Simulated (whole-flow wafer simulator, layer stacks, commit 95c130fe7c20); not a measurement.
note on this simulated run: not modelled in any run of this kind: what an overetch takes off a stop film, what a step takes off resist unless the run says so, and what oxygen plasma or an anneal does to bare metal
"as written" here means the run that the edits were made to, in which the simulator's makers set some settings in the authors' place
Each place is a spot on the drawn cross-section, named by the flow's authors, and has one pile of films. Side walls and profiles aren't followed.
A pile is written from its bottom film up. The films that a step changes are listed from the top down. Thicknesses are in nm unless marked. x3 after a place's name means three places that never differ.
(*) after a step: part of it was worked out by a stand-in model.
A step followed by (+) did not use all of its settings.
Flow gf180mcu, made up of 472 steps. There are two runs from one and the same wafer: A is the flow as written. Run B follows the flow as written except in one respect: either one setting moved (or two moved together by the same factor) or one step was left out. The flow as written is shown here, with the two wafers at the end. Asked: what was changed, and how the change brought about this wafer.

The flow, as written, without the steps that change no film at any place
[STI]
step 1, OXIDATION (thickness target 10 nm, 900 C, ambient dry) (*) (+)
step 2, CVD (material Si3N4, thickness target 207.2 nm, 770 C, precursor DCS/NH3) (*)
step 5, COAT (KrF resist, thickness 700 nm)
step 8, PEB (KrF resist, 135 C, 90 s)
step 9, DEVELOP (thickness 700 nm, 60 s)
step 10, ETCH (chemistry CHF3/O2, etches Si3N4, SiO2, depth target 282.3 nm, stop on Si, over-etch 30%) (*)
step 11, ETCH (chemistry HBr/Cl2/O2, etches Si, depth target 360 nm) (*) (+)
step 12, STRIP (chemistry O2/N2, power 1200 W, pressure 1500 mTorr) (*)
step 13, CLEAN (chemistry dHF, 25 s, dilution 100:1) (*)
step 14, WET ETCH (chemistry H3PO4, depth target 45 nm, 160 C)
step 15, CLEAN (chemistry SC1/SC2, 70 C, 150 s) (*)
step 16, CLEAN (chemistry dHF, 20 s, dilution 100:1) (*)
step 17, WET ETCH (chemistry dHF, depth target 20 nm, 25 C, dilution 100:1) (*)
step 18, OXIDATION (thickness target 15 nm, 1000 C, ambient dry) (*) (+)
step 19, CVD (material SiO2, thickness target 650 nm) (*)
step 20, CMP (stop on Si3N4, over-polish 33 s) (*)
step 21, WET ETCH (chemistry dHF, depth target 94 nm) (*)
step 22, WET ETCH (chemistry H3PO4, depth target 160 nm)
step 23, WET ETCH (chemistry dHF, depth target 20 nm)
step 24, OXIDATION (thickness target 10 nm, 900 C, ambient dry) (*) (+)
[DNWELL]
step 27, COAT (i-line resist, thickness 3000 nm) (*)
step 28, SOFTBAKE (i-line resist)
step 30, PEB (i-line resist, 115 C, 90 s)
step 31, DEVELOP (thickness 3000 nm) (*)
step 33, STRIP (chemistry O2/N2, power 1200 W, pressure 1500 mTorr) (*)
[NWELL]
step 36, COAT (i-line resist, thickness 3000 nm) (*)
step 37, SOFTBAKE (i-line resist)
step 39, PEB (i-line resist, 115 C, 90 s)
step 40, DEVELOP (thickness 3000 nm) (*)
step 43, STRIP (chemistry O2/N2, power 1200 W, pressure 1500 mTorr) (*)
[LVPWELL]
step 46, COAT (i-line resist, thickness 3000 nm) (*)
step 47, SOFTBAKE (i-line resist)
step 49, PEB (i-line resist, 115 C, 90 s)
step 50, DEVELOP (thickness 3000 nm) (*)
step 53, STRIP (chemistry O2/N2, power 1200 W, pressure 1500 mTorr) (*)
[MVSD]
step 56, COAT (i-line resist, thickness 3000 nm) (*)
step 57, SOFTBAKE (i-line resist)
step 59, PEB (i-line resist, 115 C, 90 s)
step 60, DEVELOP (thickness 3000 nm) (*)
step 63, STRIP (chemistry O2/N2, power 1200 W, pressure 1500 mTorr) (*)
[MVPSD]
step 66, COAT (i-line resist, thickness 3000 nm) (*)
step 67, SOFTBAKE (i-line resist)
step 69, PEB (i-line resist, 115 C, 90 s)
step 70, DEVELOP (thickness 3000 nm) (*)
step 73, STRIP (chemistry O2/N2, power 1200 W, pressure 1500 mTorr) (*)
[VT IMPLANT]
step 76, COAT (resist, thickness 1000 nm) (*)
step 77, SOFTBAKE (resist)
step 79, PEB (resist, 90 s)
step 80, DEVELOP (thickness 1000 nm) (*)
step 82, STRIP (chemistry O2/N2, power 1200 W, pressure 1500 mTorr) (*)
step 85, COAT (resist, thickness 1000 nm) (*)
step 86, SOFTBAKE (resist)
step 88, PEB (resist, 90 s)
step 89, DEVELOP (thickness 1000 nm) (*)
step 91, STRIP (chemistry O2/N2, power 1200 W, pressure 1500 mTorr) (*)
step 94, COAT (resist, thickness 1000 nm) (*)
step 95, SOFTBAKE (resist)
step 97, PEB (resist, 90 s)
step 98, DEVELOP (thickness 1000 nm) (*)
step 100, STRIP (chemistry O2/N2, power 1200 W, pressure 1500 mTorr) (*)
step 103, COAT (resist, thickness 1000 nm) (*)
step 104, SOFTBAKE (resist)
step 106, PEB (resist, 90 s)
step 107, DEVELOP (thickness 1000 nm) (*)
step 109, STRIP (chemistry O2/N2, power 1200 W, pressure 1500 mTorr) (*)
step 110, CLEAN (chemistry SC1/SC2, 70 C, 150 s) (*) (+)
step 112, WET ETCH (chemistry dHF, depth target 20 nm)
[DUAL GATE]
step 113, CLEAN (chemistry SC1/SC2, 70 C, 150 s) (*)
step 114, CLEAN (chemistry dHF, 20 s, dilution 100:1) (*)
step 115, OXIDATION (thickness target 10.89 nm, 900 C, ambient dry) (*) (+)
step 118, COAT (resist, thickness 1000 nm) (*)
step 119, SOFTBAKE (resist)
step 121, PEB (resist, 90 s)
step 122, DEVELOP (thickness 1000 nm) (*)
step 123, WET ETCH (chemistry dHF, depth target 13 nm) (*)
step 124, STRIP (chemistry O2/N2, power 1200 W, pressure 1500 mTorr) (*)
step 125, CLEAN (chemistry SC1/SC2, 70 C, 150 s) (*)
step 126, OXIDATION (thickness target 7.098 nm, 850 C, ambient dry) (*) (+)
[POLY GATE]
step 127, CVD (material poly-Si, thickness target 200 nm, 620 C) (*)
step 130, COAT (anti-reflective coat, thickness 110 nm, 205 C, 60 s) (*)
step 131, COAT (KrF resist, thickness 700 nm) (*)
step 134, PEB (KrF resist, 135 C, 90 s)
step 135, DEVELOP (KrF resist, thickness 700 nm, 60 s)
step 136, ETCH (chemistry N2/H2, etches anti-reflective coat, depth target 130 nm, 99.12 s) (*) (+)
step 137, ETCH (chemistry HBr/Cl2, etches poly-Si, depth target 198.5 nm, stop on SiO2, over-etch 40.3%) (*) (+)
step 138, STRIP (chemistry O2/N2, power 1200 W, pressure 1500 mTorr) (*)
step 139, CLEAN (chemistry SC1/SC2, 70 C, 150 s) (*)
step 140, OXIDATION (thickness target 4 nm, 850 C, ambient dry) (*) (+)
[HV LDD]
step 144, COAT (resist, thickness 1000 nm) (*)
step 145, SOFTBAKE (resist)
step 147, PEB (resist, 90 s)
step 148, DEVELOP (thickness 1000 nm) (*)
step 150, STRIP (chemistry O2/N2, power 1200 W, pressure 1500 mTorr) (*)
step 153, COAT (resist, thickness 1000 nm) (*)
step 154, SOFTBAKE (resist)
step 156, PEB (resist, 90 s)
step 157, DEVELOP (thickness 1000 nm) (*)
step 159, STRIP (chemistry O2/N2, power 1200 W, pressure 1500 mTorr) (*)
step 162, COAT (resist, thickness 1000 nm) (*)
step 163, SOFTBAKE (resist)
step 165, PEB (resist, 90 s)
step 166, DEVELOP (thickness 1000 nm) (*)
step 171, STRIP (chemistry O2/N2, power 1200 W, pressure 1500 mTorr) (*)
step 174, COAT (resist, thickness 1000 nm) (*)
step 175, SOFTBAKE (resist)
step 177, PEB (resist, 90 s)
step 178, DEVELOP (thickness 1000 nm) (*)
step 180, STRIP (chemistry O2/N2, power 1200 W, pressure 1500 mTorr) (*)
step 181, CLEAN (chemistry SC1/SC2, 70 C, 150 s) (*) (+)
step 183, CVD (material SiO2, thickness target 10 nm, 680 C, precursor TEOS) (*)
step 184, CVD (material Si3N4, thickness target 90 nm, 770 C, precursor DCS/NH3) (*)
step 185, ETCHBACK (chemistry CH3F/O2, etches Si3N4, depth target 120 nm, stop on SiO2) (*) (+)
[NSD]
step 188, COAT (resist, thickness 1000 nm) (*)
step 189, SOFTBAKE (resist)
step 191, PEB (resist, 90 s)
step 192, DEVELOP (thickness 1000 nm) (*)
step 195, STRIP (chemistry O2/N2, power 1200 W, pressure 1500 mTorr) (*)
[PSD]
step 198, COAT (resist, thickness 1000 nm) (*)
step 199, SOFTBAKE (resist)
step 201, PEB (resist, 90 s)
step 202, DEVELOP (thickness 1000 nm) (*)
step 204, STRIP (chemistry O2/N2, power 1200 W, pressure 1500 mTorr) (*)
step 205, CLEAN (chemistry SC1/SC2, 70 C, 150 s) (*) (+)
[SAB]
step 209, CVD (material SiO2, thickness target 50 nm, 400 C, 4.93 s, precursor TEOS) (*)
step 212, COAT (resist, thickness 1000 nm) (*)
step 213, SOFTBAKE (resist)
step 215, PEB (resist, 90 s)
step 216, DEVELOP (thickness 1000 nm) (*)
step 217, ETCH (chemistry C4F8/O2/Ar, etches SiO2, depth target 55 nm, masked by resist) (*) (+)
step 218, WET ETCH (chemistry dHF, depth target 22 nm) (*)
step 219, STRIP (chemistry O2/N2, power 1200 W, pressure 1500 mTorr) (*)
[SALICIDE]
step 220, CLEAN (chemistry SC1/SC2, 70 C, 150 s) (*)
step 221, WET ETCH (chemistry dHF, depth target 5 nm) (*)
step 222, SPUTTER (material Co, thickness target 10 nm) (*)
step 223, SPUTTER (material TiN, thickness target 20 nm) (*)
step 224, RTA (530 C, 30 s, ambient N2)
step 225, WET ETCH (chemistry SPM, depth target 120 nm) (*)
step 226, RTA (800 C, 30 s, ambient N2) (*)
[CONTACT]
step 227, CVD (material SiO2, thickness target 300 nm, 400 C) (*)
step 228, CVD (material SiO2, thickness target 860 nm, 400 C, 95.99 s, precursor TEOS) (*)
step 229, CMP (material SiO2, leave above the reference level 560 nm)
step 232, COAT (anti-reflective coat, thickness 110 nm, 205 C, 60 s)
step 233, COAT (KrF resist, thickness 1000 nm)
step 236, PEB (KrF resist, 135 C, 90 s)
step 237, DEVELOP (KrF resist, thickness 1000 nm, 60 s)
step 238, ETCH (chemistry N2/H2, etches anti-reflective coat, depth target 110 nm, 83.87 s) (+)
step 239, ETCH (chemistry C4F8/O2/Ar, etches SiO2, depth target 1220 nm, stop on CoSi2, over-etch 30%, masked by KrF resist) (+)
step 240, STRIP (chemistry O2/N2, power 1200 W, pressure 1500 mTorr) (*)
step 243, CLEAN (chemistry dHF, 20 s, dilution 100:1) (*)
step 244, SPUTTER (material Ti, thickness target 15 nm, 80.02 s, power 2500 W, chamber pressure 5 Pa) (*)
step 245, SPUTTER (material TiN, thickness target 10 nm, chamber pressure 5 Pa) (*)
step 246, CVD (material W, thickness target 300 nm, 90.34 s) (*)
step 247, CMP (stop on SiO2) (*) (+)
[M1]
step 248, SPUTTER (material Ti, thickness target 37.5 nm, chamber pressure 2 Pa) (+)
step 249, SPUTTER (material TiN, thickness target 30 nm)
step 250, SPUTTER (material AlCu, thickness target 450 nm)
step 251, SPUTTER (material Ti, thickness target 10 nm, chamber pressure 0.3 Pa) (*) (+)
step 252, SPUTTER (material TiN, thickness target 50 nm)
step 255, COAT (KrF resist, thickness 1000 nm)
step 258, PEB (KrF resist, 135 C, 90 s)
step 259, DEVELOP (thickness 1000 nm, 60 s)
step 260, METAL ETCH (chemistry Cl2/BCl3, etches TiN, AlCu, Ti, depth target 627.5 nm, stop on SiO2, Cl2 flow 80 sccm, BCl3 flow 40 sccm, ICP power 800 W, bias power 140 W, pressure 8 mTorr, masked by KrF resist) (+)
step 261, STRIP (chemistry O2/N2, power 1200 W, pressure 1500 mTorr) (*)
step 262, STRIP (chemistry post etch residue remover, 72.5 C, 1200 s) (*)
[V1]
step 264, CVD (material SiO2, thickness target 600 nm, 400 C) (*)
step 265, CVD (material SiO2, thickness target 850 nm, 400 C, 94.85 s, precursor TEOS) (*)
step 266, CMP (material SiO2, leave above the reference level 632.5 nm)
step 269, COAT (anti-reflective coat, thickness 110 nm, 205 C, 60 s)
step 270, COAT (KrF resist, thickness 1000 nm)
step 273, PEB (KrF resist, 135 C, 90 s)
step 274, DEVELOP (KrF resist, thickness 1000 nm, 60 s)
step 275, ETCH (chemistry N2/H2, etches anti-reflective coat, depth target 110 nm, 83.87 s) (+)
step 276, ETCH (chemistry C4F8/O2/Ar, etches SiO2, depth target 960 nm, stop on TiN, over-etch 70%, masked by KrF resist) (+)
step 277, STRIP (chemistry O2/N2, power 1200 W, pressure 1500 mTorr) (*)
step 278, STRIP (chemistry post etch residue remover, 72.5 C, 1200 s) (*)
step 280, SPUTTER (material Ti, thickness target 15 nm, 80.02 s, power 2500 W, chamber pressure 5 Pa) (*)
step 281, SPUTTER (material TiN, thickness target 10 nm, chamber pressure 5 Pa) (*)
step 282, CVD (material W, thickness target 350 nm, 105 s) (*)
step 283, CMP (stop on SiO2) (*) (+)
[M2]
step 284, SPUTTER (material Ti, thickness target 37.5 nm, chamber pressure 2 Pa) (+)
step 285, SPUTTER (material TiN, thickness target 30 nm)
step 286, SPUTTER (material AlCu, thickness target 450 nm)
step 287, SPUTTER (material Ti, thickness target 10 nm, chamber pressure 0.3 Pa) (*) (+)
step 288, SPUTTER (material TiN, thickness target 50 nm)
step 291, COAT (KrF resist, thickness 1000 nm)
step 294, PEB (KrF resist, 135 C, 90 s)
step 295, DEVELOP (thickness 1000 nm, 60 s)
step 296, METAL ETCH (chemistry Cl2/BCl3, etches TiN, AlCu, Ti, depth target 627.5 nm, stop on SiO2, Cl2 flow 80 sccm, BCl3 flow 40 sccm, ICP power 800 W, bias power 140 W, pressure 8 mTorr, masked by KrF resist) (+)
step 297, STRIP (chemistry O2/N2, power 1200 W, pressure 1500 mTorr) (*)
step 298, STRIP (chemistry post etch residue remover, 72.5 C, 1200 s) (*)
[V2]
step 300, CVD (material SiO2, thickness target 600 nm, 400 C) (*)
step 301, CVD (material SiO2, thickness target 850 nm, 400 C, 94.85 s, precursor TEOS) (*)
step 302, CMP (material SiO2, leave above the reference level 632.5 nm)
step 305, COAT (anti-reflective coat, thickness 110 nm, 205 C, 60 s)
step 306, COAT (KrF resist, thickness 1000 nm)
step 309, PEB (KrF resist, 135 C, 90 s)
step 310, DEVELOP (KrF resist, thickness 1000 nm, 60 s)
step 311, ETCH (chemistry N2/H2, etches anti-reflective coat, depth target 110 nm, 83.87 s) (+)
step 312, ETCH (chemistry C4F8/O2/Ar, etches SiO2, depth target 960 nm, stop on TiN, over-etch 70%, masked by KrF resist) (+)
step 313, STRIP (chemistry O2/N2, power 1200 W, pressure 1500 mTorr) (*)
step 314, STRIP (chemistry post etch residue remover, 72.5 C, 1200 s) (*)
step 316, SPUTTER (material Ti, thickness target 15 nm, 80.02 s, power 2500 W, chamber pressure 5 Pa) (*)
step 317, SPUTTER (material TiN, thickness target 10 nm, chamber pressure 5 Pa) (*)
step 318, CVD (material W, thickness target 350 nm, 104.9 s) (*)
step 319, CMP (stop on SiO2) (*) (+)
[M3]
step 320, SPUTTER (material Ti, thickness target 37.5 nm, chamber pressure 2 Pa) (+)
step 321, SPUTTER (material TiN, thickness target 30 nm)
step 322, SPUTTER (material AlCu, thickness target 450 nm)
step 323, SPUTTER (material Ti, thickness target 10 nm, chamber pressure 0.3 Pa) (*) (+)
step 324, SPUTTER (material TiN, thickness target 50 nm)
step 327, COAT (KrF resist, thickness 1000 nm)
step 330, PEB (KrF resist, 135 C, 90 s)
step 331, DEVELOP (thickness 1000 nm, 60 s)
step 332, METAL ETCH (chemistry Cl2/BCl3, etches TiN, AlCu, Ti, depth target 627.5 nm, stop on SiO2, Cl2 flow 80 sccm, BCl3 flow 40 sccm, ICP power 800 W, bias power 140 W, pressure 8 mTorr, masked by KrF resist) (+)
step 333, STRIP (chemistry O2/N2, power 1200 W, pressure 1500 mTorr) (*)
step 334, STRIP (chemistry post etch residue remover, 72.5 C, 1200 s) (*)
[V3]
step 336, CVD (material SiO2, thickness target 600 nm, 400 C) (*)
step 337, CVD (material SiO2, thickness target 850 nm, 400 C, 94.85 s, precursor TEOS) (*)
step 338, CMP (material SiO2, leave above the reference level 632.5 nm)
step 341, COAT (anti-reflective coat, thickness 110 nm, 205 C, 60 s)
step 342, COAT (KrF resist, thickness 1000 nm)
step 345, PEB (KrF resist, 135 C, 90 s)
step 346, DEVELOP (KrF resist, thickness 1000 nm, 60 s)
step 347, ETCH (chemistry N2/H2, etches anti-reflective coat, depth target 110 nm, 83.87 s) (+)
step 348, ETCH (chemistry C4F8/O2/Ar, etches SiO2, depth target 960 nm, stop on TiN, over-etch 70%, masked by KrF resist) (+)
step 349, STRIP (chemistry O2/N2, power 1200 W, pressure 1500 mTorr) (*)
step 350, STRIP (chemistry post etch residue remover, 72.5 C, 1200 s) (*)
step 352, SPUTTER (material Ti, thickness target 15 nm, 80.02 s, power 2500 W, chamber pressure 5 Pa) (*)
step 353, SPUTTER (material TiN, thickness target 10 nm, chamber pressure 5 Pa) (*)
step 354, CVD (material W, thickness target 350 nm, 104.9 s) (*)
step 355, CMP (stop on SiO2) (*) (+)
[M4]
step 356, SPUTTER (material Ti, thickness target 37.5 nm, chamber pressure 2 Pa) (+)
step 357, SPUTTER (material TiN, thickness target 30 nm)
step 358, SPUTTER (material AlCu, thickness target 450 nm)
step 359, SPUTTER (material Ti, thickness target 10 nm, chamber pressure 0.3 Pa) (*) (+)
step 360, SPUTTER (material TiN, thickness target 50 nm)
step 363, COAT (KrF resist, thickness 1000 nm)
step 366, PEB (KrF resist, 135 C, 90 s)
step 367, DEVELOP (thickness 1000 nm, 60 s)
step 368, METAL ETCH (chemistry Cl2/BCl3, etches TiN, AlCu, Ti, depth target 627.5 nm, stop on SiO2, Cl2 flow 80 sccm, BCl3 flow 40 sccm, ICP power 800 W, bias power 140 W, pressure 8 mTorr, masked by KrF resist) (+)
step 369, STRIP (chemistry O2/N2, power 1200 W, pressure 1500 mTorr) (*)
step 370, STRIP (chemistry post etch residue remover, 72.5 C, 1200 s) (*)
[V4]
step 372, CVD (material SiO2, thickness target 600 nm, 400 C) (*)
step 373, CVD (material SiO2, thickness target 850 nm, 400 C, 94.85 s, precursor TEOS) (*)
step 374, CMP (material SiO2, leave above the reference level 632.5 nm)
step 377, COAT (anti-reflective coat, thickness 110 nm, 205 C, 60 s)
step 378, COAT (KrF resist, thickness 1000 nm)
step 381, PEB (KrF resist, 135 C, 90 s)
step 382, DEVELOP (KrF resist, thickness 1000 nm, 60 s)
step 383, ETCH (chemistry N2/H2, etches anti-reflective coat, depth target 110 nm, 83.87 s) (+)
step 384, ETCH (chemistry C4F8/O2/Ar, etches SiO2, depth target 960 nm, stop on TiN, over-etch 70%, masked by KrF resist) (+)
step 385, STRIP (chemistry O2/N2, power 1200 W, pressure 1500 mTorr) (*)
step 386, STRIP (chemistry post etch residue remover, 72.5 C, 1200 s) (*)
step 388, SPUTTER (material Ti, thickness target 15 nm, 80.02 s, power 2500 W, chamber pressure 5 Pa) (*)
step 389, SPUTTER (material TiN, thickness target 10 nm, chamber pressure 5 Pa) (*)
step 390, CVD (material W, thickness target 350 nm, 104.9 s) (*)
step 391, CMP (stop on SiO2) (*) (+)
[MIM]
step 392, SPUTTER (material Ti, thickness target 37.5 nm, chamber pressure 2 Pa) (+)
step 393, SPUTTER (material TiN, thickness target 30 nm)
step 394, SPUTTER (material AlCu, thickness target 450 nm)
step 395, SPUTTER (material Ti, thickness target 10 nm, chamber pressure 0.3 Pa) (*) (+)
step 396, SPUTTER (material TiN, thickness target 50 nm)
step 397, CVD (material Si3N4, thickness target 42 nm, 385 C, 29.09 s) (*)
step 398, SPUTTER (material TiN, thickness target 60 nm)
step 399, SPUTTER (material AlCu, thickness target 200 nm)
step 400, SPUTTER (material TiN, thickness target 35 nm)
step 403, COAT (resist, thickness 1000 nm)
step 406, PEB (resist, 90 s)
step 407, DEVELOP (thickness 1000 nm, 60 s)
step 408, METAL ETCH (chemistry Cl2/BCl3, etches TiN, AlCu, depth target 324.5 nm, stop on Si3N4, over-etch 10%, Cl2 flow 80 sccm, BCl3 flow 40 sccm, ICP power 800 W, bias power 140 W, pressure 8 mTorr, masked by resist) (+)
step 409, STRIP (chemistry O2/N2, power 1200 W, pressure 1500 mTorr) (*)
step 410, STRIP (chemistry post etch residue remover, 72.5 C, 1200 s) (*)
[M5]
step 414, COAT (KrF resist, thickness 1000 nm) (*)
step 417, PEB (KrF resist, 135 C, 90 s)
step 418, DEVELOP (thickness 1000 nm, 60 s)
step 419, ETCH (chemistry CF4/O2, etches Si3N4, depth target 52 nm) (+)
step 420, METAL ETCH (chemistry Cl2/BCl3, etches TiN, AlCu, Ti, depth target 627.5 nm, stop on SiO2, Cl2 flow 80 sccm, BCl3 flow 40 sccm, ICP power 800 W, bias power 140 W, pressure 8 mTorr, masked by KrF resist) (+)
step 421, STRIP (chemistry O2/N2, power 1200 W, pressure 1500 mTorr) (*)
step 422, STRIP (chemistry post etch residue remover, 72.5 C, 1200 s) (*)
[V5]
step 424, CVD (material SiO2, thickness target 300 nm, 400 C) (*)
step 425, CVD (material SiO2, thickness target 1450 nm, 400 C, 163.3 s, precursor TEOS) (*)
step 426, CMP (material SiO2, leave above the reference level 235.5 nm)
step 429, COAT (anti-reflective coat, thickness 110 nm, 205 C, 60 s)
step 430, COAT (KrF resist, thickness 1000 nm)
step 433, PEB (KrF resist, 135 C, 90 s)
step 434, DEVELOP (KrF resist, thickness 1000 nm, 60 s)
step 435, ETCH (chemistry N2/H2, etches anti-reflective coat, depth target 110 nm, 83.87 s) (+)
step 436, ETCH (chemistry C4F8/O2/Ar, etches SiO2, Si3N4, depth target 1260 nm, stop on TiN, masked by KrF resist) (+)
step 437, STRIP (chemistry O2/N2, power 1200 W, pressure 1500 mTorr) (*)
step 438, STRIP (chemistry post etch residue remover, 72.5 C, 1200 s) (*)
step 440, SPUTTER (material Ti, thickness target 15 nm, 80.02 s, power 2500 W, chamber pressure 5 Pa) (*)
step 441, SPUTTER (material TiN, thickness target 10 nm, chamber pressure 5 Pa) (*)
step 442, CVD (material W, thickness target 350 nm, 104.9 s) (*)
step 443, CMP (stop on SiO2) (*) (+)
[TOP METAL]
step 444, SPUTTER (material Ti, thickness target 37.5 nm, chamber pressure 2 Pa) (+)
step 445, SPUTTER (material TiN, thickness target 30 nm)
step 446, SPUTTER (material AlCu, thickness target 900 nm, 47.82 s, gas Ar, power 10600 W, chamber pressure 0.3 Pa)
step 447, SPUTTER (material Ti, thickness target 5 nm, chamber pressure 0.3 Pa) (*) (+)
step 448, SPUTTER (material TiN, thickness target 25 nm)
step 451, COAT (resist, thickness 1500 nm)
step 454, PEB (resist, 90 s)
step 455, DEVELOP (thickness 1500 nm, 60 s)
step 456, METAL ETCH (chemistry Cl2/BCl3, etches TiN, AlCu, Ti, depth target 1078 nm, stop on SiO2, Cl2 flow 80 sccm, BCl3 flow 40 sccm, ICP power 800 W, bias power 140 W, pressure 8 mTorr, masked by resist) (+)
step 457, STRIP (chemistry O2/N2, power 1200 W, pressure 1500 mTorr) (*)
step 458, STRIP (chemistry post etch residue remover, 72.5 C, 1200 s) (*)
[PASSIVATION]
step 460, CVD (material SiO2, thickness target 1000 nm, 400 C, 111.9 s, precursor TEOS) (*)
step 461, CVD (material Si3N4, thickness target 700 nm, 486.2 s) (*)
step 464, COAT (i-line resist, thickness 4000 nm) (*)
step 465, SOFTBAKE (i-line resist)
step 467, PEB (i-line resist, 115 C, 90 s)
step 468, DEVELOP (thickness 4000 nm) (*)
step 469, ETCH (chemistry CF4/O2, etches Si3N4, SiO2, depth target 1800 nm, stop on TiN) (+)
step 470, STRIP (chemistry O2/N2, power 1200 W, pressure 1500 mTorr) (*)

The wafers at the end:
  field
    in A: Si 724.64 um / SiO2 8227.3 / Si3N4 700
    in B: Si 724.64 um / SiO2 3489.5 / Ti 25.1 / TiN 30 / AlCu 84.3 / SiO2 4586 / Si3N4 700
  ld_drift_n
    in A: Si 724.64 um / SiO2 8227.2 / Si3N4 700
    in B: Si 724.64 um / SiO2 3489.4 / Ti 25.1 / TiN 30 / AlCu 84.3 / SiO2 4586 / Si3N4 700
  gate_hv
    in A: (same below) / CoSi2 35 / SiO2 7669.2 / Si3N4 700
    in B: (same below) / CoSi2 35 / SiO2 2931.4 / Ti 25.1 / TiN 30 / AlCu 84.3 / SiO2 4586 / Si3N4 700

What caused this: step 320, SPUTTER: thickness target 25.1 nm was run, though the flow has thickness target 37.5 nm; step 332, METAL ETCH: depth target 420 nm was run, where the flow has depth target 627.5 nm.

How this came from the change, step by step:
  step 320, SPUTTER (material Ti, thickness target 37.5 nm, chamber pressure 2 Pa) (+)
      field, field__w1, field__w2 and 108 more: A +37.5 Ti (new film) | B +25.1 Ti (new film)
  step 332, METAL ETCH (chemistry Cl2/BCl3, etches TiN, AlCu, Ti, depth target 627.5 nm, stop on SiO2, Cl2 flow 80 sccm, BCl3 flow 40 sccm, ICP power 800 W, bias power 140 W, pressure 8 mTorr, masked by KrF resist) (+)
      field, field__w1, field__w2 and 103 more: A -50 TiN (all of it), -10 Ti (all of it), -450 AlCu (all of it), -30 TiN (all of it), -37.5 Ti (all of it) | B -50 TiN (all of it), -10 Ti (all of it), -360 AlCu
      field__w8, contact, m1, m1__w1, m1_nw: A -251 KrF resist | B -168 KrF resist
  step 333, STRIP (chemistry O2/N2, power 1200 W, pressure 1500 mTorr) (*)
      field__w8, contact, m1, m1__w1, m1_nw: A -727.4 KrF resist (all of it) | B -810.4 KrF resist (all of it)
  step 334, STRIP (chemistry post etch residue remover, 72.5 C, 1200 s) (*)
      field, field__w1, field__w2 and 103 more: A nothing | B -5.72 AlCu
  step 336, CVD (material SiO2, thickness target 600 nm, 400 C) (*)
      field, field__w1, field__w2 and 103 more: A +600 SiO2 | B +600 SiO2 (new film)
  step 338, CMP (material SiO2, leave above the reference level 632.5 nm)
      field, field__w1, field__w2 and 103 more: A -300 SiO2 | B -451.8 SiO2
Taking metal films that touch as one body, field has 1 body; the flow as written gives 0 bodies.
Taking metal films that touch as one body, ld_drift_n has 1 body; the flow as written gives 0 bodies.
Taking metal films that touch as one body, gate_hv has 2 bodies (between them, from the top down: SiO2 2931.4); the flow as written gives 1 body.
